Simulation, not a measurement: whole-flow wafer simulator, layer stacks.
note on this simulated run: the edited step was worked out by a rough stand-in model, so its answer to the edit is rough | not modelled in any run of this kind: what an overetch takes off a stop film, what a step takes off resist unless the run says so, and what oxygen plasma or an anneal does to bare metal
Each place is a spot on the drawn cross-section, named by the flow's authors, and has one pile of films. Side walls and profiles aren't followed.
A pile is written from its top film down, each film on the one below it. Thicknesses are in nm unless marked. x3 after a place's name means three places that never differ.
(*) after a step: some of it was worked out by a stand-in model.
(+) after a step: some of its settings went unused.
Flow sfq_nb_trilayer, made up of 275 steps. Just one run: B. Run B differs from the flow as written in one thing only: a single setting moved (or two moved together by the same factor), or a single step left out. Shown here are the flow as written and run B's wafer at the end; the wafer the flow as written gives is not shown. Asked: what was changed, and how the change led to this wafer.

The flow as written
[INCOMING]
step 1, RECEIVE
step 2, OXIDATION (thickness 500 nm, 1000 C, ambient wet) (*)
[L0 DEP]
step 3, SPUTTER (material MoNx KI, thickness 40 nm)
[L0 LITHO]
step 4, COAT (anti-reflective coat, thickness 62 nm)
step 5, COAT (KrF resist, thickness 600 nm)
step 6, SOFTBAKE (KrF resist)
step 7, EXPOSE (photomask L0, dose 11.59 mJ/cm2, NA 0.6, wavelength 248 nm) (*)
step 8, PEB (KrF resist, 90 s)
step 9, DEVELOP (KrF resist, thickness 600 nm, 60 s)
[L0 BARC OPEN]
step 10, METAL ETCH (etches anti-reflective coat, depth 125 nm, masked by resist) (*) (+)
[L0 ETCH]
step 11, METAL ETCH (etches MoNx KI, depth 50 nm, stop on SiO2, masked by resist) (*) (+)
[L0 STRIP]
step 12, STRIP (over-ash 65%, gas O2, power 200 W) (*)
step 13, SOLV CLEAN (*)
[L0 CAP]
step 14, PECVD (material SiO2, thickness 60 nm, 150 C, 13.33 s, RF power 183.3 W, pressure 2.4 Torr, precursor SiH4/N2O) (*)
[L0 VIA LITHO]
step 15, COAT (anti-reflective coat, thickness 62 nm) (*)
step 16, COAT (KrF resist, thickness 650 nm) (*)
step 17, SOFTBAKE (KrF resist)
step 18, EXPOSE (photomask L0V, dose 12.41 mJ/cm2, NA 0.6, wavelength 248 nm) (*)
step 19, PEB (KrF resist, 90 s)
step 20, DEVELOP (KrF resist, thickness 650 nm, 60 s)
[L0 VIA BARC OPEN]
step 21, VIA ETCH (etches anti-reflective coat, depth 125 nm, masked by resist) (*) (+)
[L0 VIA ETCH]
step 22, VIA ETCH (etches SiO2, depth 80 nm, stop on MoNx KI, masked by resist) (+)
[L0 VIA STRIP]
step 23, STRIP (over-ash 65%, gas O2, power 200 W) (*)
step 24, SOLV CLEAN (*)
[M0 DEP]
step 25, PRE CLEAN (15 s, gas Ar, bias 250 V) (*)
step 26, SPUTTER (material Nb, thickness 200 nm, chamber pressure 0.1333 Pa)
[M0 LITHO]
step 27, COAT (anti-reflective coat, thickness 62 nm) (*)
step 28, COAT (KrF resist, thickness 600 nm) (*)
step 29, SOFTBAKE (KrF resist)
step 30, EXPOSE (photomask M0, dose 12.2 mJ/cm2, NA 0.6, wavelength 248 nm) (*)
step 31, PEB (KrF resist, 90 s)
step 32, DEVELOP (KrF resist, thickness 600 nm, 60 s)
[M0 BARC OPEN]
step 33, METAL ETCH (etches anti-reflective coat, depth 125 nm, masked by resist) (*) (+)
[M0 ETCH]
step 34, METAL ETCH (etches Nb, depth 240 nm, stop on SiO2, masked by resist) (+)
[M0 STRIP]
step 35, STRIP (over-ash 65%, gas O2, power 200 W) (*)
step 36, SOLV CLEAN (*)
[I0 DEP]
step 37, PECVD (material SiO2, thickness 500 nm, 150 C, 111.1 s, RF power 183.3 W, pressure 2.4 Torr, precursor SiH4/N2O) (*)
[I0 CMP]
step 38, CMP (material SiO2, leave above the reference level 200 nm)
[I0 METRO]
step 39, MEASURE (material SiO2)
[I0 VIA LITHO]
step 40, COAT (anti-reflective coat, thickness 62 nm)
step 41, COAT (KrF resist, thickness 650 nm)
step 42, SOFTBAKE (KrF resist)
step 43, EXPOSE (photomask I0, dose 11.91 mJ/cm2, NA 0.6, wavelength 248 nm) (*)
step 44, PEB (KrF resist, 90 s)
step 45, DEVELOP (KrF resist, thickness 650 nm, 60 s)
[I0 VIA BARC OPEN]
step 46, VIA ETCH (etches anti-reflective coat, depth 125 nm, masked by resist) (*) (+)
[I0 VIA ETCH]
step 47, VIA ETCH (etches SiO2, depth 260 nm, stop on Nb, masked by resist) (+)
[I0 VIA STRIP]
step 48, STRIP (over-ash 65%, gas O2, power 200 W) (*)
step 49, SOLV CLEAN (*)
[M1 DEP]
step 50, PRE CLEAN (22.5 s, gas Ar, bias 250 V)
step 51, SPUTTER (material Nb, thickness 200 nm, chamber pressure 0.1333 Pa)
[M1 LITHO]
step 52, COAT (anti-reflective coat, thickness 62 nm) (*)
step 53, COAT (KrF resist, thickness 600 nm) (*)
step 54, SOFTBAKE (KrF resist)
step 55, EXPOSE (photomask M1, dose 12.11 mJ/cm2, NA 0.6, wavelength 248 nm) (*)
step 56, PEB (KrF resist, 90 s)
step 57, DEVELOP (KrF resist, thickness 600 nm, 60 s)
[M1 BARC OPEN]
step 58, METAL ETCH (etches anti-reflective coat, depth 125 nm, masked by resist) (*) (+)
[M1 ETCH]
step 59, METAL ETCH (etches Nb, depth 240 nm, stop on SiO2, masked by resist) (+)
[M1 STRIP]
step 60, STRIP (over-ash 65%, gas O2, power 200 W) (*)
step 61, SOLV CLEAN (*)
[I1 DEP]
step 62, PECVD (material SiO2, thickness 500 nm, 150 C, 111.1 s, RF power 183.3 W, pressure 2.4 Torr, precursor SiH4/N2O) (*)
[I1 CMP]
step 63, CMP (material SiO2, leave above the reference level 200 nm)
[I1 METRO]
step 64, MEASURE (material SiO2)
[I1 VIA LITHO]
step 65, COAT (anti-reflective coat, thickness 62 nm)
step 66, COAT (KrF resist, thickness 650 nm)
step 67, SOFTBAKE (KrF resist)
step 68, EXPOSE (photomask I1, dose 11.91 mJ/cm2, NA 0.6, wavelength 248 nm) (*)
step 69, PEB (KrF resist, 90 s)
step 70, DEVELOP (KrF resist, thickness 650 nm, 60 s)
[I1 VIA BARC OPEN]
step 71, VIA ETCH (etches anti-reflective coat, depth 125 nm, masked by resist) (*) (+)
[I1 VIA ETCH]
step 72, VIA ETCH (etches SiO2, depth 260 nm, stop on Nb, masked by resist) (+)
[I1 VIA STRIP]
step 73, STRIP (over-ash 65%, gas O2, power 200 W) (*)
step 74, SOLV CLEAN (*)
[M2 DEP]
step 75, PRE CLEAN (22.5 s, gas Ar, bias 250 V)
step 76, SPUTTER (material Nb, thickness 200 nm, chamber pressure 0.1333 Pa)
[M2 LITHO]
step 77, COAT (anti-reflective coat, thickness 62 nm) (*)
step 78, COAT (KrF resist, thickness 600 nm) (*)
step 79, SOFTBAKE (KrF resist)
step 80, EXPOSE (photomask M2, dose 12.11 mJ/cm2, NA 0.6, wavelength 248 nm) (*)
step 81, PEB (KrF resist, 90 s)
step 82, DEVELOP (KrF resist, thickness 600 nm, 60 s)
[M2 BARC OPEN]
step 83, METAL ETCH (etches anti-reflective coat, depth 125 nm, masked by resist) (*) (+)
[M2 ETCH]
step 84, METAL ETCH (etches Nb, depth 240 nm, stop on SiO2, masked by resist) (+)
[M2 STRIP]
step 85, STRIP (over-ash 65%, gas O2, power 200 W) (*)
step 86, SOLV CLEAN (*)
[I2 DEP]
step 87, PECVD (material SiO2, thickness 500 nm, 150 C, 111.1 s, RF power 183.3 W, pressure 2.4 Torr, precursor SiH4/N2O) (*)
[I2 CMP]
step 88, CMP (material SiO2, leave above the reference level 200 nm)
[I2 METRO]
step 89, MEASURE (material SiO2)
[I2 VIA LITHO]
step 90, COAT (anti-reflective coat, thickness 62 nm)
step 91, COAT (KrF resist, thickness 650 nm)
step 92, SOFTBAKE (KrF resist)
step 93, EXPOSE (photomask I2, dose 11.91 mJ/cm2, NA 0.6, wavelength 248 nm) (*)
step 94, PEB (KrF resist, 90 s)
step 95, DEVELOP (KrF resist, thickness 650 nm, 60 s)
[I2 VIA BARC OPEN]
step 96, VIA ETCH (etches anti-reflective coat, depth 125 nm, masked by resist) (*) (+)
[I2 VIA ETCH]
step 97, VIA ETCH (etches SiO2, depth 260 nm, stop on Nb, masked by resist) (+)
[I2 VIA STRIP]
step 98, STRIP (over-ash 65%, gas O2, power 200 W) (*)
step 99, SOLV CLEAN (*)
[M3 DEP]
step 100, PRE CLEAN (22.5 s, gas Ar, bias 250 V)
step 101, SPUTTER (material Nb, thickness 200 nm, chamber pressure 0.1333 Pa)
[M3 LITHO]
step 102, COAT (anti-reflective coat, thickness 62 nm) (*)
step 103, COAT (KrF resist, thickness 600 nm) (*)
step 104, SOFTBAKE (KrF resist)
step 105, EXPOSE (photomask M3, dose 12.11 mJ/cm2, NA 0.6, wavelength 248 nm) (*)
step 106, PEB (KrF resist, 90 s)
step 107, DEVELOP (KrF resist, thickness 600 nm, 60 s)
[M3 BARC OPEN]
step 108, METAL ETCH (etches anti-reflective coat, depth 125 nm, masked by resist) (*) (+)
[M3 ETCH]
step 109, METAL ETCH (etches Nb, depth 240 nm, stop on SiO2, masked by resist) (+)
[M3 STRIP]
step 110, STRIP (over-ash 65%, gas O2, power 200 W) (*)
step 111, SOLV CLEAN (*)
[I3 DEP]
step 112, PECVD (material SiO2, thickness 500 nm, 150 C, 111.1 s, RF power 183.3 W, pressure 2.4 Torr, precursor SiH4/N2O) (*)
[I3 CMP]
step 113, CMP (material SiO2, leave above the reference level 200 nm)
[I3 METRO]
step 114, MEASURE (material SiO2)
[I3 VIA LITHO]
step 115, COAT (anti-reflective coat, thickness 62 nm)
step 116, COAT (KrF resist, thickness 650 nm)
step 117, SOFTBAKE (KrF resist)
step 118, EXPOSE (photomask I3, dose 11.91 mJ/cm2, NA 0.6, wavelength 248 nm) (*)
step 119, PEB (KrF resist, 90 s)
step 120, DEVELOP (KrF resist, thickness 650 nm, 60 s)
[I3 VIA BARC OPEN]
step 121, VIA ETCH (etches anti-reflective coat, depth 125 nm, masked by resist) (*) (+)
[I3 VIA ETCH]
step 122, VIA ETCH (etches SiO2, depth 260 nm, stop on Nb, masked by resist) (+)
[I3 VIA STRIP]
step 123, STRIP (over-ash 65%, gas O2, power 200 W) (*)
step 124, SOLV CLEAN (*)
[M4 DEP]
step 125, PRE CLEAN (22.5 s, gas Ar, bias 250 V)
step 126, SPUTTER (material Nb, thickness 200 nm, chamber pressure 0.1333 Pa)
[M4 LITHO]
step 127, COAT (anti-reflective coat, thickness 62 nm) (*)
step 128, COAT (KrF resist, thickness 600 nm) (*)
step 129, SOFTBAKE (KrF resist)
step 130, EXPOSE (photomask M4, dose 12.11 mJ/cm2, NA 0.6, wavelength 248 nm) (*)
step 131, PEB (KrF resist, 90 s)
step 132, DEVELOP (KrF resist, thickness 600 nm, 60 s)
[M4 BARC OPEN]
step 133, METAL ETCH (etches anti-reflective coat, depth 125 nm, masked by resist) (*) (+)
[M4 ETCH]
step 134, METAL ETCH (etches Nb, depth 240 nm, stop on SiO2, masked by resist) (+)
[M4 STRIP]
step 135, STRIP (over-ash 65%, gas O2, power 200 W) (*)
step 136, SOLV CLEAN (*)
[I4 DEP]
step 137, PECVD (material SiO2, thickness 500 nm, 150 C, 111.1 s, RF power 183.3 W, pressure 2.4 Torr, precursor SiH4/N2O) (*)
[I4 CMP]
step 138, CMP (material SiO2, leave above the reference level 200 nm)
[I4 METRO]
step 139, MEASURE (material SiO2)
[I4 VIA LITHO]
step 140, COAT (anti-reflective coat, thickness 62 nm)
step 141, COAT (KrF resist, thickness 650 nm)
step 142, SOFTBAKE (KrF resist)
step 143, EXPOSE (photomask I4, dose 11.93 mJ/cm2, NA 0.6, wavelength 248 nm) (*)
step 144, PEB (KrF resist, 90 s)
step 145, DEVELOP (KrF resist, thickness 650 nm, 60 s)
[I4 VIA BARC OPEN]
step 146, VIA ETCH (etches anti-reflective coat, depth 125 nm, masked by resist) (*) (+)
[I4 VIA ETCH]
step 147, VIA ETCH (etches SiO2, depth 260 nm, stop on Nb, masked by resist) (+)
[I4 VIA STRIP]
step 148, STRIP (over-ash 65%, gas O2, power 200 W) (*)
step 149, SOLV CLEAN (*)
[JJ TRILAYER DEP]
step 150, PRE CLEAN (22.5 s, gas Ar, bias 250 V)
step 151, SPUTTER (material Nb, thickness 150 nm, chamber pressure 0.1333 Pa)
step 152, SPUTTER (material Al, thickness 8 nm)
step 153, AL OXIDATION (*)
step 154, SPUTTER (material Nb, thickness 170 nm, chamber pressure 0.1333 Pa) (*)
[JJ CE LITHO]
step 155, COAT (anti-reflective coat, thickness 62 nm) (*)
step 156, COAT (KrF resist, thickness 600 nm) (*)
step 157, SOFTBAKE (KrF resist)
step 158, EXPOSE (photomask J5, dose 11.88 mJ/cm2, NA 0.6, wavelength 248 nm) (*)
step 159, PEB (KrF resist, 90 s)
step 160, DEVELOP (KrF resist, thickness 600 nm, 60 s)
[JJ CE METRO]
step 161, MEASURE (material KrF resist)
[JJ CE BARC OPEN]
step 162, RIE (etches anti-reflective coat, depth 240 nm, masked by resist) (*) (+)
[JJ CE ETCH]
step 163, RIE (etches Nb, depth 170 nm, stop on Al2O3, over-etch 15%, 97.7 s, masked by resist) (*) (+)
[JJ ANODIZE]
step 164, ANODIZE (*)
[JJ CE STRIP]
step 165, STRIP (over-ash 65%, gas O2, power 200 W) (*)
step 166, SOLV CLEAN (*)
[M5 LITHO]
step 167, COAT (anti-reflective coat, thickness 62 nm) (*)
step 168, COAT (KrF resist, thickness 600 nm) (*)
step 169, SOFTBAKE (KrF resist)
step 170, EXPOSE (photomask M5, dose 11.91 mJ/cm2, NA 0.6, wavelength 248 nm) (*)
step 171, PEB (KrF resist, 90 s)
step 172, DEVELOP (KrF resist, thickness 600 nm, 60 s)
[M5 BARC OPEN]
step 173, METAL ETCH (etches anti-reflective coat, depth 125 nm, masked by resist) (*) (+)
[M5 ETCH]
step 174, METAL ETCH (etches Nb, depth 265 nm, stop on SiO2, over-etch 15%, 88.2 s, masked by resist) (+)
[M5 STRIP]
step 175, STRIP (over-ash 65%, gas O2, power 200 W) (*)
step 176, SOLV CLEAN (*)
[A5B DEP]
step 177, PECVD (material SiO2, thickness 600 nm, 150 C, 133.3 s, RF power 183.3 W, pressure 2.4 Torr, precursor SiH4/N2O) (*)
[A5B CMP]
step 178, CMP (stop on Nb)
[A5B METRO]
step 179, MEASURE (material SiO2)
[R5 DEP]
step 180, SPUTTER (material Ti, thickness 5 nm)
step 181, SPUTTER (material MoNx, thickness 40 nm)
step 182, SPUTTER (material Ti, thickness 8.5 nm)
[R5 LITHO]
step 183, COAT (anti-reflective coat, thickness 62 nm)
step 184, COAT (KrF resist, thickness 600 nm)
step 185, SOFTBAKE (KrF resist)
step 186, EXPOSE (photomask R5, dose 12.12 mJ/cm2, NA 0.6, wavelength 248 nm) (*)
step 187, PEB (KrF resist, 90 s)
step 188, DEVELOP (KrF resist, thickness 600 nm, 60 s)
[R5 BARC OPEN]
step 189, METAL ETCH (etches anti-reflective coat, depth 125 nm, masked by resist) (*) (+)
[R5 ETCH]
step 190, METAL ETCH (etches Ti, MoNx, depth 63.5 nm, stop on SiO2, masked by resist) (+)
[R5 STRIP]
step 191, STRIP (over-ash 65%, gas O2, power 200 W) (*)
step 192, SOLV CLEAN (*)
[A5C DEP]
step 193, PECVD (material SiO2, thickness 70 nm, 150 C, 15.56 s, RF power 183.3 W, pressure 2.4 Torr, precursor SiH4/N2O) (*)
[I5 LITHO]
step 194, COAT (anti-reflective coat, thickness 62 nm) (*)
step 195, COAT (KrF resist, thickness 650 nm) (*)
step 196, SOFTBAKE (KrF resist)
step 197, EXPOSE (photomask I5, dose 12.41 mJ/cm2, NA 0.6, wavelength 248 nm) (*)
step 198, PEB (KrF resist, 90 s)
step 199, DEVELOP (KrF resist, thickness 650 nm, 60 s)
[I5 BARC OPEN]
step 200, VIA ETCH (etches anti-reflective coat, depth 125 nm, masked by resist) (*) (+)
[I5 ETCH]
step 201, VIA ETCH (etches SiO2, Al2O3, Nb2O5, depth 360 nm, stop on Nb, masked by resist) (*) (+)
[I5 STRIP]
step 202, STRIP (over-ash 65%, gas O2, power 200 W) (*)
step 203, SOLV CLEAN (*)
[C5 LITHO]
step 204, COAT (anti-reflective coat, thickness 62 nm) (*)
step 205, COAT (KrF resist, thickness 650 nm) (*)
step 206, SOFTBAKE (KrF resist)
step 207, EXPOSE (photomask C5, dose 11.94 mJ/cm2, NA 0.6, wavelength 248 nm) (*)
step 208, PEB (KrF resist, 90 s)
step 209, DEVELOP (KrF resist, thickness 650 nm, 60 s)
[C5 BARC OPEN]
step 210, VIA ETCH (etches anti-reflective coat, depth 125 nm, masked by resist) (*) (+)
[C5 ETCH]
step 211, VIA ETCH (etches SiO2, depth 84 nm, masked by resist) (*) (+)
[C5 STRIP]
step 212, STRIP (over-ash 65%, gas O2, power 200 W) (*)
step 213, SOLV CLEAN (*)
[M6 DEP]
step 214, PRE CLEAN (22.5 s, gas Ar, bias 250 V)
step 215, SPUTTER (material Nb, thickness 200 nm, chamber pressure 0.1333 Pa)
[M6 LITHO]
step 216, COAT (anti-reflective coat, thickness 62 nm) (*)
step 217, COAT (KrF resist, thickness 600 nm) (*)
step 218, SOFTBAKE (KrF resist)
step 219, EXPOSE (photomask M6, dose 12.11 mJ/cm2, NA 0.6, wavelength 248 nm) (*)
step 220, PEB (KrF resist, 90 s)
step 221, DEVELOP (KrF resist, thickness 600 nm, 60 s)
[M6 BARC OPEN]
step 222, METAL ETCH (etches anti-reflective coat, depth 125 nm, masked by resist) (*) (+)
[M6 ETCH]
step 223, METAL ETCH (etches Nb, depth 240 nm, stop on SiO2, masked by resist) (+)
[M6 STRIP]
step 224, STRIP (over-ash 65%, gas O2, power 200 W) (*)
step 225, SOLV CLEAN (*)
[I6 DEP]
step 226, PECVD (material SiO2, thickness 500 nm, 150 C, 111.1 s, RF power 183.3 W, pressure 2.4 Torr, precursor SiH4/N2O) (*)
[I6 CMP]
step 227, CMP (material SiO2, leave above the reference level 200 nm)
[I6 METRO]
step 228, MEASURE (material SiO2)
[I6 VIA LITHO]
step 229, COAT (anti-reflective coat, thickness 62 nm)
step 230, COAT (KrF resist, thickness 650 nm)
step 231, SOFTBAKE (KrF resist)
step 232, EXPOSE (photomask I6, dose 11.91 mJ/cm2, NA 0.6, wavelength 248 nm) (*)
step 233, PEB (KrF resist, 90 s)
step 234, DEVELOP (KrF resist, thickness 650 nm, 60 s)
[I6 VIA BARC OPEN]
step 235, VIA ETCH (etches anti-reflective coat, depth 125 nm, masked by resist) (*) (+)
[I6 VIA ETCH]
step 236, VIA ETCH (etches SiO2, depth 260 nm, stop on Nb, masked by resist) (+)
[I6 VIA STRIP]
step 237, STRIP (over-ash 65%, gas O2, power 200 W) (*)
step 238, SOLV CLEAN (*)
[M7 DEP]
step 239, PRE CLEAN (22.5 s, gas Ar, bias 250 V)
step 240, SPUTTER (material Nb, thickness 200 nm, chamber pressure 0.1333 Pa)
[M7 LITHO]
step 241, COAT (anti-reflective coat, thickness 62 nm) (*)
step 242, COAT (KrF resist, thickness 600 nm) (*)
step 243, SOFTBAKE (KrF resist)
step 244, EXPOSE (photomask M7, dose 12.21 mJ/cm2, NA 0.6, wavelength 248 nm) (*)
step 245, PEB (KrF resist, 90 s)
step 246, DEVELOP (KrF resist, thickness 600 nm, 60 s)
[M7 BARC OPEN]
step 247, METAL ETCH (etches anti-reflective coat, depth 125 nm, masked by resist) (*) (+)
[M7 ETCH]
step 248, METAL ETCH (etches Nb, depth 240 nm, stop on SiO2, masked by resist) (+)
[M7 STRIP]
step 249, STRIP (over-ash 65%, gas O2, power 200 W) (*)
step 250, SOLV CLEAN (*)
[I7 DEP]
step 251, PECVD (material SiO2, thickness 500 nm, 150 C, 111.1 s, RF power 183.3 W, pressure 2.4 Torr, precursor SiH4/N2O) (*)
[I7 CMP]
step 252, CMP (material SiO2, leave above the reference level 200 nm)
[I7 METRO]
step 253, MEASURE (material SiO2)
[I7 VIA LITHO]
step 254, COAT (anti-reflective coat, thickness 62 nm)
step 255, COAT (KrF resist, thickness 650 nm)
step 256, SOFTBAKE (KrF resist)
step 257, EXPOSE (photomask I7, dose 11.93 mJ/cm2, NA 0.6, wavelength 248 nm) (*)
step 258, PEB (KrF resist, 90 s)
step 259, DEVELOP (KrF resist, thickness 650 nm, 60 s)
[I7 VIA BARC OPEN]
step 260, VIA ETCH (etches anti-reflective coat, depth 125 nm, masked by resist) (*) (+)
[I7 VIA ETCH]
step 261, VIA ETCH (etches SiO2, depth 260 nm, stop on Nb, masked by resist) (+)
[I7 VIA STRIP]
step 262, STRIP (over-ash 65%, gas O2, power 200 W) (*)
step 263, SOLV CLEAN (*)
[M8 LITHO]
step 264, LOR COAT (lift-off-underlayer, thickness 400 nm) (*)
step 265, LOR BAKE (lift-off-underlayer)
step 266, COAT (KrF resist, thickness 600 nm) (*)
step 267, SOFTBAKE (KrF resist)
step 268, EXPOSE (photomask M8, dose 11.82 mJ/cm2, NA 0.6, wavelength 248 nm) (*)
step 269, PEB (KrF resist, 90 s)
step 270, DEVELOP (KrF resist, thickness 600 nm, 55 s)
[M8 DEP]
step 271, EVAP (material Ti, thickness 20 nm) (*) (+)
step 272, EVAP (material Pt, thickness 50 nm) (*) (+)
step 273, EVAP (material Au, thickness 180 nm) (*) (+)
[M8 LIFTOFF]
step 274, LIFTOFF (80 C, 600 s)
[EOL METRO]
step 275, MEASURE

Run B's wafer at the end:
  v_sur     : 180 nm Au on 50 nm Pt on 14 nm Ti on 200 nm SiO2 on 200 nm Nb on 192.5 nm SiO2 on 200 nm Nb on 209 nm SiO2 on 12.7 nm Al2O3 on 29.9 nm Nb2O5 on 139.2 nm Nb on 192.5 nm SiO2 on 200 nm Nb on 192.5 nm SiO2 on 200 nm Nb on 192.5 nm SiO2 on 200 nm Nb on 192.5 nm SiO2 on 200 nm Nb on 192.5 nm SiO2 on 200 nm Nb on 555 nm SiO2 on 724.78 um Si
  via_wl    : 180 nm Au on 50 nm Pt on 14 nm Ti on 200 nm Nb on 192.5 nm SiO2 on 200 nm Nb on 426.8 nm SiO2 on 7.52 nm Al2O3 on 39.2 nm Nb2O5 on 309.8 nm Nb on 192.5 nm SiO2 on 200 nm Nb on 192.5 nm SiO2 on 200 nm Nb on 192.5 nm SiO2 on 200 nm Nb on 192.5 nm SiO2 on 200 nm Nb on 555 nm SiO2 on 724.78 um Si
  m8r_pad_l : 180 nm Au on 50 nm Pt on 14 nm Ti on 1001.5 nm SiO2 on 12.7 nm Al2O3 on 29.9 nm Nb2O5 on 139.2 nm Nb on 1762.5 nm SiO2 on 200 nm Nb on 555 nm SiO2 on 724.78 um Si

Cause: step 271, EVAP: thickness 14 nm was run, whereas the flow has thickness 20 nm.
The wafer itself shows it: v_sur has Ti 14, and step 271 as written asks for 20 nm.

Step by step, how the change led to this:
  step 271, EVAP (material Ti, thickness 20 nm) (*) (+)
      field_l, v_sur, via_wl and 103 more: Ti gains 14 (new film) (in the flow as written it would be: Ti gains 20 (new film))
  step 274, LIFTOFF (80 C, 600 s)
      p4_fl, p4_fm, p4_w1 and 71 more: Au loses 180 (all of it), Pt loses 50 (all of it), Ti loses 14 (all of it), KrF resist loses 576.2 (all of it), lift-off-underlayer loses 400 (all of it) (in the flow as written it would be: Au loses 180 (all of it), Pt loses 50 (all of it), Ti loses 20 (all of it), KrF resist loses 576.2 (all of it), lift-off-underlayer loses 400 (all of it))
      c5j, ce_r: Au loses 180 (all of it), Pt loses 50 (all of it), Ti loses 14 (all of it), KrF resist loses 573.3 (all of it), lift-off-underlayer loses 399.3 (all of it) (in the flow as written it would be: Au loses 180 (all of it), Pt loses 50 (all of it), Ti loses 20 (all of it), KrF resist loses 573.3 (all of it), lift-off-underlayer loses 399.3 (all of it))
      (as well as at 19 more places)
